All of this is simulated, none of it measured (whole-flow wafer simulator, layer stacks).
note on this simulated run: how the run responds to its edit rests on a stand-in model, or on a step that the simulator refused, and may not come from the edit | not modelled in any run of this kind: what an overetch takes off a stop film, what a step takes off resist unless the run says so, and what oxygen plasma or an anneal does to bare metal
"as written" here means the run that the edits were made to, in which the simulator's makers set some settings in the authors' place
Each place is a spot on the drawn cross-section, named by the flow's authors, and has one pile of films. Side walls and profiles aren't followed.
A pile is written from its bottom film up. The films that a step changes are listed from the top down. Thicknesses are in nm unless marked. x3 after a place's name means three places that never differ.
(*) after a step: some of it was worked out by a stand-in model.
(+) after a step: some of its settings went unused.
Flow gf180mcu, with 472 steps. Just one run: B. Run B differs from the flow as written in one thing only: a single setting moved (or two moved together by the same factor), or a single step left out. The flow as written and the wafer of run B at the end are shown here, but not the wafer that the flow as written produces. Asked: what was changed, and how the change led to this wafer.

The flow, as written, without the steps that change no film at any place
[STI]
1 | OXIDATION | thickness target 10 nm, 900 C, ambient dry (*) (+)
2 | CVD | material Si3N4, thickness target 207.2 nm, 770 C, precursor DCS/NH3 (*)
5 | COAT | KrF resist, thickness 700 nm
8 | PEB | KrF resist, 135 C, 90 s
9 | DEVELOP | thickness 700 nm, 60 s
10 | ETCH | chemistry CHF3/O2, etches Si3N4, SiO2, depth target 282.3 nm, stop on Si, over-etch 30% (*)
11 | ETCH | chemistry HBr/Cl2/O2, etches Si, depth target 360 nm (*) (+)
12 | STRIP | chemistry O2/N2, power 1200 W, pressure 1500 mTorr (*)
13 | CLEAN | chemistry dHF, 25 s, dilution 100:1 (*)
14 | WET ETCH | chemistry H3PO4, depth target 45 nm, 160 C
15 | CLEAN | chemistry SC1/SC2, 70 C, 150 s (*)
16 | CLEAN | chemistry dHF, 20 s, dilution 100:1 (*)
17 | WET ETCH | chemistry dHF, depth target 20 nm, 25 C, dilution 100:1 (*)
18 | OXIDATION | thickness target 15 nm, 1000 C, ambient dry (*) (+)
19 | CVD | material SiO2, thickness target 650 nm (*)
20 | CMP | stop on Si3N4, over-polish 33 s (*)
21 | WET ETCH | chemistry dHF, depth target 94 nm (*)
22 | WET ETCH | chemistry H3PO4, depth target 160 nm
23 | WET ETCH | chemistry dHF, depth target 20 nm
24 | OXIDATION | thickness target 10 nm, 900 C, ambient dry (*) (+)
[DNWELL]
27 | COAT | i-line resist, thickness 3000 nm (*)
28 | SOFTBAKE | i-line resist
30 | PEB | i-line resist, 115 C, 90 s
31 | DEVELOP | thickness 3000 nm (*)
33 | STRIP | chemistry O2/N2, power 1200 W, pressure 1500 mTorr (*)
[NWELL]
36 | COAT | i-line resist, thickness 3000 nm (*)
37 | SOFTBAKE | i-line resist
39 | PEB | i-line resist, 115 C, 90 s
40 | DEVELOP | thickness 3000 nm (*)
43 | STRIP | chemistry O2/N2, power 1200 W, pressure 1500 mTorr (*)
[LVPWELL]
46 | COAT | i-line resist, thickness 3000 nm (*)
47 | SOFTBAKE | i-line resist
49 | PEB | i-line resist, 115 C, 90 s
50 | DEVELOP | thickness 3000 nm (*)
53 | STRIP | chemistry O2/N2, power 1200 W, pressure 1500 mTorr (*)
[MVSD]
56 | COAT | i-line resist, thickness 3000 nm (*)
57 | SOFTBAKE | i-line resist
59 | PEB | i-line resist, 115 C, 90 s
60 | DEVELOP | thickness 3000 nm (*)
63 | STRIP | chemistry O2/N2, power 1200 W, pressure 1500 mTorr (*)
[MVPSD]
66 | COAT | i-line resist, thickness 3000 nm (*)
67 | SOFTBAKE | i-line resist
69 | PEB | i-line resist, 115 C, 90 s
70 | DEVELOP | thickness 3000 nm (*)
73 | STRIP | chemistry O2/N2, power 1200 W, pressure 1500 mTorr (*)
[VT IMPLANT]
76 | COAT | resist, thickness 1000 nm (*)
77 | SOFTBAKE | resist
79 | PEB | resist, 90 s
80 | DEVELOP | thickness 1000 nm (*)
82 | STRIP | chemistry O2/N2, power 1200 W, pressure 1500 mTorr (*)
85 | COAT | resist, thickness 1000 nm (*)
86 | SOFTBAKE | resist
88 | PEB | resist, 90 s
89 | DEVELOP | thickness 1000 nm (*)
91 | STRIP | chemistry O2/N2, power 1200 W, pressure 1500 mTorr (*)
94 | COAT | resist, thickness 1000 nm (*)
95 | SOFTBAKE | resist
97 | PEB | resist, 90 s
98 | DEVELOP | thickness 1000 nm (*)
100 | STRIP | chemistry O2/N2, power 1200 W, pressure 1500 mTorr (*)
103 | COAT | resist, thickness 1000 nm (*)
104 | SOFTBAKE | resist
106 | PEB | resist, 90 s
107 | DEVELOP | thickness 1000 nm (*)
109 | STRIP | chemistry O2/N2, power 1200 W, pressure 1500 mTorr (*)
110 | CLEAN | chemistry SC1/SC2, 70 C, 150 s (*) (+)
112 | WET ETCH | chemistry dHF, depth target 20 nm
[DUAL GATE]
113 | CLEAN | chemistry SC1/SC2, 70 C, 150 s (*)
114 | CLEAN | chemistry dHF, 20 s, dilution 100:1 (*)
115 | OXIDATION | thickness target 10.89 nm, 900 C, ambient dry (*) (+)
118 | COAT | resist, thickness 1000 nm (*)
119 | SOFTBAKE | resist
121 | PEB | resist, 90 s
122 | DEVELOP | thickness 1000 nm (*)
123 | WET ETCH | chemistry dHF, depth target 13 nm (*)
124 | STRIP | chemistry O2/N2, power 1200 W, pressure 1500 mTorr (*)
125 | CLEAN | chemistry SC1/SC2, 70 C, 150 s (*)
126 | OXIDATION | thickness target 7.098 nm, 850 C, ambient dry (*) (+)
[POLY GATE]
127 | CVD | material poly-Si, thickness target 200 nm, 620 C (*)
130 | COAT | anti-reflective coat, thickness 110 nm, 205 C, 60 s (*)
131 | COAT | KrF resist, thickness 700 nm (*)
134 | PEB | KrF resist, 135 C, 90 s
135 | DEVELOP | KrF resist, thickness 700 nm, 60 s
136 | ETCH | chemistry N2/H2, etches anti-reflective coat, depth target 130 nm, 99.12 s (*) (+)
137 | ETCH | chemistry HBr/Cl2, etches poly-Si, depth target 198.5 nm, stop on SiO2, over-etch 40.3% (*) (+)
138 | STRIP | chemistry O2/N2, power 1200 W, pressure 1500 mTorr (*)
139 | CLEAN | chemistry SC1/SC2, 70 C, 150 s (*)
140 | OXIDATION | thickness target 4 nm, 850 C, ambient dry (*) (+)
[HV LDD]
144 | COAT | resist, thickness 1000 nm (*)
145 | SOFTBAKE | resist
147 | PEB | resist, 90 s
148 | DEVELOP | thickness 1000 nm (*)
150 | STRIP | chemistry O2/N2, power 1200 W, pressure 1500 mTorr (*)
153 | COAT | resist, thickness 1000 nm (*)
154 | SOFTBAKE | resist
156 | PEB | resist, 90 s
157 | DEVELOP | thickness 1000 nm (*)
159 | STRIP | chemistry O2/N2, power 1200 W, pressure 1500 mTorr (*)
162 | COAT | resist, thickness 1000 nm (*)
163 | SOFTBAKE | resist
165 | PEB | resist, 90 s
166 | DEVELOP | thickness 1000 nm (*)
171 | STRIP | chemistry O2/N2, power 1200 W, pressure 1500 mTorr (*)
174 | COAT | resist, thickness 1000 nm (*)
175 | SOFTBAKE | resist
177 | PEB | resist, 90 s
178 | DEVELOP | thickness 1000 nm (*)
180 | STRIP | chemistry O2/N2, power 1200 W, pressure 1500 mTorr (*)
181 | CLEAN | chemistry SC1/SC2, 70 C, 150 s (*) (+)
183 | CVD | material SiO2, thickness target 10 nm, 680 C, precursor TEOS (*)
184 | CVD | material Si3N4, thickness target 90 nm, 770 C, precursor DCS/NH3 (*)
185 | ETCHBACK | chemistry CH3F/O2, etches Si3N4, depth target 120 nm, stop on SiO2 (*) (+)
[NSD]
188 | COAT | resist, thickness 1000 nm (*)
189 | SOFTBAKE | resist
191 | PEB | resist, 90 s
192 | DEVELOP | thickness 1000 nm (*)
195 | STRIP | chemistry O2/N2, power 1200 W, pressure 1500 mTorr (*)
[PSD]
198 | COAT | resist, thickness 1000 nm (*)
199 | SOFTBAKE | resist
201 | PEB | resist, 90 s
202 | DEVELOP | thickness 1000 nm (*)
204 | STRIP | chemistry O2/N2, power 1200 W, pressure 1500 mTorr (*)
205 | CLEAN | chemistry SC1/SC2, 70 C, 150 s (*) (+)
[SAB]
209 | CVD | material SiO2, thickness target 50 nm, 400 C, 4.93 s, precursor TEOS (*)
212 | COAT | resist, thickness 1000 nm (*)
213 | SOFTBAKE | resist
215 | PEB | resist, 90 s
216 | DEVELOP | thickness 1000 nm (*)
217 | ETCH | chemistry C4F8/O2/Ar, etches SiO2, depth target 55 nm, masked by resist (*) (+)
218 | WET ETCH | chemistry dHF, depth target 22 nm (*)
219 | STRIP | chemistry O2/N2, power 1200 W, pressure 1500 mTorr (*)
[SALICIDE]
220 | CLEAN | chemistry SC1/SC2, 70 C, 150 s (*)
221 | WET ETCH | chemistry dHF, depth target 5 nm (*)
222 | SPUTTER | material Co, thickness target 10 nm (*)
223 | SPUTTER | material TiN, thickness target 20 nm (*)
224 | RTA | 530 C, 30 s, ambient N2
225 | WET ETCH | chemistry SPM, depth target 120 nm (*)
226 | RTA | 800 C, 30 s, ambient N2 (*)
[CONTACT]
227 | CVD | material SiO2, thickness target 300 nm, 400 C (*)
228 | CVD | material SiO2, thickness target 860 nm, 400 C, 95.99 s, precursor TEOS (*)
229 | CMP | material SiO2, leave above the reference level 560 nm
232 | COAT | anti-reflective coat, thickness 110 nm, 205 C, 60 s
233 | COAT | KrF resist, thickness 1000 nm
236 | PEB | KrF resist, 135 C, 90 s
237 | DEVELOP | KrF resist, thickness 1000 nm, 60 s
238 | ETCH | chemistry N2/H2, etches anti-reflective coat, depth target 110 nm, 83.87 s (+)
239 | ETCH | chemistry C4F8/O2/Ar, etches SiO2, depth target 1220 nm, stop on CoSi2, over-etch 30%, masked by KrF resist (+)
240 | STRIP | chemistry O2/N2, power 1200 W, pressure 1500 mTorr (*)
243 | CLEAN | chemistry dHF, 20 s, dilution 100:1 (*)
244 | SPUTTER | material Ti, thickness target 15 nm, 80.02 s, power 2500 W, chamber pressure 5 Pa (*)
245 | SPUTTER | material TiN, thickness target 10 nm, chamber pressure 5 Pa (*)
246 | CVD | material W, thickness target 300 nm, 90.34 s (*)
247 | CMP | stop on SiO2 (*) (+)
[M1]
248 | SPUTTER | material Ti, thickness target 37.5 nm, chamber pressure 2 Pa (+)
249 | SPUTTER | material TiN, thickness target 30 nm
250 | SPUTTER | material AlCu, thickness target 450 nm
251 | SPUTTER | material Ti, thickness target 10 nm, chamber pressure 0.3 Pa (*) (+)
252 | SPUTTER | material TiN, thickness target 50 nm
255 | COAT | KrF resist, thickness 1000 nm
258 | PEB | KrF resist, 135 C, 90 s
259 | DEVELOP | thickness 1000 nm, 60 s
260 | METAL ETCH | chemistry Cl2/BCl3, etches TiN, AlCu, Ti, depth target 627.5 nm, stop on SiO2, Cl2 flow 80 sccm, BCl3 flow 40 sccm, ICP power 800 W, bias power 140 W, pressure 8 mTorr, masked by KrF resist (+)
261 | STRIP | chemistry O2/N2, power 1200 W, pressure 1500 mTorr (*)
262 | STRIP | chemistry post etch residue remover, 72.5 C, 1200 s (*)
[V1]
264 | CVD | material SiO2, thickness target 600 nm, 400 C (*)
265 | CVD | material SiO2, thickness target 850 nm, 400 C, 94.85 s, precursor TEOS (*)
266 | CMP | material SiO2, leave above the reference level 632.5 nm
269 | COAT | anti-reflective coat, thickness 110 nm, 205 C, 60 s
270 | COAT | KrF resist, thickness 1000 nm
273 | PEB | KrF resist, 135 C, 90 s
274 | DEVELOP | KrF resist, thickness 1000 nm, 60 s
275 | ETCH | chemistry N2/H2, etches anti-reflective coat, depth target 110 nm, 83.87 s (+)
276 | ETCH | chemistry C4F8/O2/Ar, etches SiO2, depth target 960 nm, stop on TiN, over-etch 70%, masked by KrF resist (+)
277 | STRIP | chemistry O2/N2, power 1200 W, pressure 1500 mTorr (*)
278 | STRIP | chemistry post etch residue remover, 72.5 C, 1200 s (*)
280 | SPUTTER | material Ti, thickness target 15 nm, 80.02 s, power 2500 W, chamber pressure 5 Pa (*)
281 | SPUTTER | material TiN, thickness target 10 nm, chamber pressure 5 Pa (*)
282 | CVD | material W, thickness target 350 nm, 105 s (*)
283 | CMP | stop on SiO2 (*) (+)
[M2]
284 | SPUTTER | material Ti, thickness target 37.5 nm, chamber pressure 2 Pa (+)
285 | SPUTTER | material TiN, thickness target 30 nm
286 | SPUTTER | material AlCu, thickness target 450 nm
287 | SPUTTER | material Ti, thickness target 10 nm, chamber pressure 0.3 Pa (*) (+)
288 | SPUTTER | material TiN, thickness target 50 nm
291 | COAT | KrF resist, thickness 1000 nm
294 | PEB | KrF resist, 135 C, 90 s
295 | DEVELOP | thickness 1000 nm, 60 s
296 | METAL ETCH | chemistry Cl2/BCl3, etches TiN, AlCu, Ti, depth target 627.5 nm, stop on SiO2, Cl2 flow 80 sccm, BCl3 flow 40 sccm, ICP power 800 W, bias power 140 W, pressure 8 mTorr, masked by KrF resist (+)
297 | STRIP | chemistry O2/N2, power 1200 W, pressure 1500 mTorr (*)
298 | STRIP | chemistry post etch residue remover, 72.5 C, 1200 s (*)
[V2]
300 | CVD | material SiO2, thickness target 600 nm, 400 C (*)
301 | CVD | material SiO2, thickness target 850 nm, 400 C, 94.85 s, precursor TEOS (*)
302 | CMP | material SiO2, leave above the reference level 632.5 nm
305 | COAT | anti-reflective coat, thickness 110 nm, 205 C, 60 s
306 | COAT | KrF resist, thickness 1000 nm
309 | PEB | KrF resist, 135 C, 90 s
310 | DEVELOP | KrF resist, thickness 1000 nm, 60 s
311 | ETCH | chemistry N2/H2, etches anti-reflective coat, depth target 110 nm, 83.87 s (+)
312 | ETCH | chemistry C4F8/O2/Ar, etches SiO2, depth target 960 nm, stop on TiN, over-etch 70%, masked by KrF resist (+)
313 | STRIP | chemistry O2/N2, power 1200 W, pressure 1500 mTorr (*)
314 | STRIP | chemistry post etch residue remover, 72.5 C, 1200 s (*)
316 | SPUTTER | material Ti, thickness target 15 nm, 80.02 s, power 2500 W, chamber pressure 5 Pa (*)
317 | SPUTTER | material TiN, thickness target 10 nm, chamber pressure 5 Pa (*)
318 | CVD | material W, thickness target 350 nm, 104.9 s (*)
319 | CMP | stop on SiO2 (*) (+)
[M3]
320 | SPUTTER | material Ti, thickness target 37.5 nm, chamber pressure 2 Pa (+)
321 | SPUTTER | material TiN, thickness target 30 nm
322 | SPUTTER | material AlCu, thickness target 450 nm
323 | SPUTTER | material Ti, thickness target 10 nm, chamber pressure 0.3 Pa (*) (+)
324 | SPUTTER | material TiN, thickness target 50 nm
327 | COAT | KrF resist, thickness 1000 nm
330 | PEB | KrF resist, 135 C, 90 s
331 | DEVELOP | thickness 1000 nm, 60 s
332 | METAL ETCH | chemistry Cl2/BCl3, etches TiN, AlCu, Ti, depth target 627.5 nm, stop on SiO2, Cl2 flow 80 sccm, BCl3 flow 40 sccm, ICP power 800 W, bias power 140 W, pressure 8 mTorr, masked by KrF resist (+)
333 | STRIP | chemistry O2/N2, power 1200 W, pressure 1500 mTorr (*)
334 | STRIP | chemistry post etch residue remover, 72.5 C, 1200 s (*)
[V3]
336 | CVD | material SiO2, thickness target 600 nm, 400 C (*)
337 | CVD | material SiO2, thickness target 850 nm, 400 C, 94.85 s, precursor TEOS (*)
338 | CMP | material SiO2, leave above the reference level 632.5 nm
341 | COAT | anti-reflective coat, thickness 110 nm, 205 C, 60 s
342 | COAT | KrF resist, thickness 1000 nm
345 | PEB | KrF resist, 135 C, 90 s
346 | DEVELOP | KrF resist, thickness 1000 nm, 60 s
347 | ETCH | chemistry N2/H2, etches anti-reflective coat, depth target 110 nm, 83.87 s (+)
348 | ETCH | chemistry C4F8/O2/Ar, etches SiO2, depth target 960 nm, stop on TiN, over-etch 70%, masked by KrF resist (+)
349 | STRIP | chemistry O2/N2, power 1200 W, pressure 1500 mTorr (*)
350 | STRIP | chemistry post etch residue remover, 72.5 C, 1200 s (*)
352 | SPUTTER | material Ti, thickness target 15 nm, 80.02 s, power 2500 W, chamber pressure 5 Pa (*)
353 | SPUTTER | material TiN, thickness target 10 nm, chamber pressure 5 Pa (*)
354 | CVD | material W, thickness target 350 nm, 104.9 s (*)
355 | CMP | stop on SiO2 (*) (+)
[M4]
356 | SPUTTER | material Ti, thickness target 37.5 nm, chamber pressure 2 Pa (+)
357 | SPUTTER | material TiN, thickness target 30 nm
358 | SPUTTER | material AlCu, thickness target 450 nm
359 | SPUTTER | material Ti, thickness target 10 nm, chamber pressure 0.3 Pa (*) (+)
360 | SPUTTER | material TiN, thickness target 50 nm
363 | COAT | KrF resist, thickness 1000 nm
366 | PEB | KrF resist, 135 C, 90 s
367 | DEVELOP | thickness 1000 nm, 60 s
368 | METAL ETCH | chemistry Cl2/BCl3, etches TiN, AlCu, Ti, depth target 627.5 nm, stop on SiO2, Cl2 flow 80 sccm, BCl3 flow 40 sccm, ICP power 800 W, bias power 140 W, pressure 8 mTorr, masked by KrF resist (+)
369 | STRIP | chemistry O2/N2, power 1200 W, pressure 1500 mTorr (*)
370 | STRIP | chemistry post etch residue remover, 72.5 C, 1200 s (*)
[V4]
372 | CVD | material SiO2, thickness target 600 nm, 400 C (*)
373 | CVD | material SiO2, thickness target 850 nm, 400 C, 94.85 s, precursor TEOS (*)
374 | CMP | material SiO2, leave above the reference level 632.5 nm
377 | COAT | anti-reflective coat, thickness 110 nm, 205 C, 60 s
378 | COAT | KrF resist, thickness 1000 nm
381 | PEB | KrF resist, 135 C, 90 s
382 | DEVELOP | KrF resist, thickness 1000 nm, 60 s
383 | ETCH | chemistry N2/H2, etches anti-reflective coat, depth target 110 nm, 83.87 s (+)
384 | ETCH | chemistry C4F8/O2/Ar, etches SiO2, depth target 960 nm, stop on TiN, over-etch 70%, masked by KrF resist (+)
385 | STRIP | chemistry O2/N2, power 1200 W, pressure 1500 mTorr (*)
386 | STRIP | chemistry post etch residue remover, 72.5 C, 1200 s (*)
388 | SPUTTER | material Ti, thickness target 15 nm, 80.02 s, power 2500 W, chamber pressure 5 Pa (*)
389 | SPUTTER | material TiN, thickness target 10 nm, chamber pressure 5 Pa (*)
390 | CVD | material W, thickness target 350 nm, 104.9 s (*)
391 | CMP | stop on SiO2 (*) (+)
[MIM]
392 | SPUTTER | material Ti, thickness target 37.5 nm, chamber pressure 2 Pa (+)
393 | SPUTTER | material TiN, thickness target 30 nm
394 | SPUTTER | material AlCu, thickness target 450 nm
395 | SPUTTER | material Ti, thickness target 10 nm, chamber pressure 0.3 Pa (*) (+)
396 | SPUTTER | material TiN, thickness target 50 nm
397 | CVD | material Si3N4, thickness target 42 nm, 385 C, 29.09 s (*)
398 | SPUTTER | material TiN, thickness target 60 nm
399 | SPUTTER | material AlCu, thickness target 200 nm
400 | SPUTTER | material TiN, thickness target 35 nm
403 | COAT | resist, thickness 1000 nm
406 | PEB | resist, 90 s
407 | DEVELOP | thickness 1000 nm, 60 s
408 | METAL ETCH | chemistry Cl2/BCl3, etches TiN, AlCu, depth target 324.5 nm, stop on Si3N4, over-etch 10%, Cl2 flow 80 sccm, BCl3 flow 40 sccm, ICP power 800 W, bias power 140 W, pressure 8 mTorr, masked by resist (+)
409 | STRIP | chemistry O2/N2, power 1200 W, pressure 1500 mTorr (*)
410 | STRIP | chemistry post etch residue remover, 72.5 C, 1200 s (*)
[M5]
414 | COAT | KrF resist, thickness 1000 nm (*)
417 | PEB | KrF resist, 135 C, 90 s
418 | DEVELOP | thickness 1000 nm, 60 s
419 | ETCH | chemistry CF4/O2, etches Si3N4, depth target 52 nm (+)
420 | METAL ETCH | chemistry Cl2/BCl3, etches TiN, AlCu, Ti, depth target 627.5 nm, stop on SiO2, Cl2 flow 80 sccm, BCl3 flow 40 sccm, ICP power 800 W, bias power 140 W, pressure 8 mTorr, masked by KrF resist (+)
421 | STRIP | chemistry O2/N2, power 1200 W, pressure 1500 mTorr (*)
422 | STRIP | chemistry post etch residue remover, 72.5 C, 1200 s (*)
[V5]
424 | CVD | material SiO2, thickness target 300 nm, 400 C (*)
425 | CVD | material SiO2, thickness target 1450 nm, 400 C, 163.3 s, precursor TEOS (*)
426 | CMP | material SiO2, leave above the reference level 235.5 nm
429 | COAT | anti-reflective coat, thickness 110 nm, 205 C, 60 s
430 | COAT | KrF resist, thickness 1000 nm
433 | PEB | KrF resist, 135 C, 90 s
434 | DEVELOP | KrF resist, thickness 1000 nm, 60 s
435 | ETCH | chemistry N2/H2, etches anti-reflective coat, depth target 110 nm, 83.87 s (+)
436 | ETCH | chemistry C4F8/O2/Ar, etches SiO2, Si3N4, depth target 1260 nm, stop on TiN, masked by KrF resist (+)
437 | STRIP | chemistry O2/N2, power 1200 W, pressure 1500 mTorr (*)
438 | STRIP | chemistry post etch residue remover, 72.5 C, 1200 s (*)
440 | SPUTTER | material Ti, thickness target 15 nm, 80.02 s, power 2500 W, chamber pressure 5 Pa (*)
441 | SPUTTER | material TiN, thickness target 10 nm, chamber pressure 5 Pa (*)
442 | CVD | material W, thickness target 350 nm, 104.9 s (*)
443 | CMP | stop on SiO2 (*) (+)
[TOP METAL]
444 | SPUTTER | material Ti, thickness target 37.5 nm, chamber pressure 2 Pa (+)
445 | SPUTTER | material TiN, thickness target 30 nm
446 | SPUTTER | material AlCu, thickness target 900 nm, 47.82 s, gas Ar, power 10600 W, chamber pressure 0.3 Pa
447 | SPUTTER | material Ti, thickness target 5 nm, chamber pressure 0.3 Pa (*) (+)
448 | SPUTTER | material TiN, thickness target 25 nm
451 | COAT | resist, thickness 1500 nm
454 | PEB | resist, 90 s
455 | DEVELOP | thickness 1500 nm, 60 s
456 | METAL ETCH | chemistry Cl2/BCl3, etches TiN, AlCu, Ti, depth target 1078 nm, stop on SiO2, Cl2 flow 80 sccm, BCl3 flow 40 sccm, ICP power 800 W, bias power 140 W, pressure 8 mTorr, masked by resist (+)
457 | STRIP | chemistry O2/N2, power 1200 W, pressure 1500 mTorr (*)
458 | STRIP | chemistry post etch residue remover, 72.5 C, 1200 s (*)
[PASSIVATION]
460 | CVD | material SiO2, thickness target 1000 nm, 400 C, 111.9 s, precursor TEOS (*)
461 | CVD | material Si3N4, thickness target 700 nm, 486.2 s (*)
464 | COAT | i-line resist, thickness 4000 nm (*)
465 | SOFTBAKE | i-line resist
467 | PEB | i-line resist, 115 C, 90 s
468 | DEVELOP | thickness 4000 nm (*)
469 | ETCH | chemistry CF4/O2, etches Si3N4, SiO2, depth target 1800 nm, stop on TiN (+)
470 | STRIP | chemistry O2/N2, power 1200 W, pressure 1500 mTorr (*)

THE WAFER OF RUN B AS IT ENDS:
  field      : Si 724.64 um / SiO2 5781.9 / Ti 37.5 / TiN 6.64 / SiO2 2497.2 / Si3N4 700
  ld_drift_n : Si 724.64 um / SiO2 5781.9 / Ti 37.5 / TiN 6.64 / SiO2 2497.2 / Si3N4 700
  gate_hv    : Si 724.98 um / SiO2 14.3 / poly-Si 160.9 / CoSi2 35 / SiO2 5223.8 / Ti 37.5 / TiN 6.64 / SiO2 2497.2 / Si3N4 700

The reason: step 393, SPUTTER: thickness target 36 nm was run, though the flow has thickness target 30 nm; step 394, SPUTTER: thickness target 540 nm was run, where the flow has thickness target 450 nm.

How this came from the change, step by step:
  393 | SPUTTER | material TiN, thickness target 30 nm
      field, field__w1, field__w2 and 108 more: TiN gains 36 (new film) (it would be, as written: TiN gains 30 (new film))
  394 | SPUTTER | material AlCu, thickness target 450 nm
      field, field__w1, field__w2 and 108 more: AlCu gains 540 (new film) (it would be, as written: AlCu gains 450 (new film))
  420 | METAL ETCH | chemistry Cl2/BCl3, etches TiN, AlCu, Ti, depth target 627.5 nm, stop on SiO2, Cl2 flow 80 sccm, BCl3 flow 40 sccm, ICP power 800 W, bias power 140 W, pressure 8 mTorr, masked by KrF resist (+)
      field, field__w1, field__w2 and 101 more: TiN loses 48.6 (all of it), Ti loses 10 (all of it), AlCu loses 540 (all of it), TiN loses 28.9 (it would be, as written: TiN loses 48.6 (all of it), Ti loses 10 (all of it), AlCu loses 450 (all of it), TiN loses 30 (all of it), Ti loses 37.5 (all of it))
  424 | CVD | material SiO2, thickness target 300 nm, 400 C (*)
      field, field__w1, field__w2 and 101 more: SiO2 gains 300 (new film) (it would be, as written: SiO2 gains 300)
  426 | CMP | material SiO2, leave above the reference level 235.5 nm
      field, field__w1, field__w5 and 92 more: SiO2 loses 249 (it would be, as written: SiO2 loses 300.8)
      field__w2, field__w3, field__w12 and 6 more: SiO2 loses 218.5 (it would be, as written: SiO2 loses 272.7)
Taking metal films that touch as one body, field has 1 body; the flow as written gives 0 bodies.
Taking metal films that touch as one body, ld_drift_n has 1 body; the flow as written gives 0 bodies.
Taking metal films that touch as one body, gate_hv has 2 bodies (between them, from the top down: SiO2 5223.8); the flow as written gives 1 body.
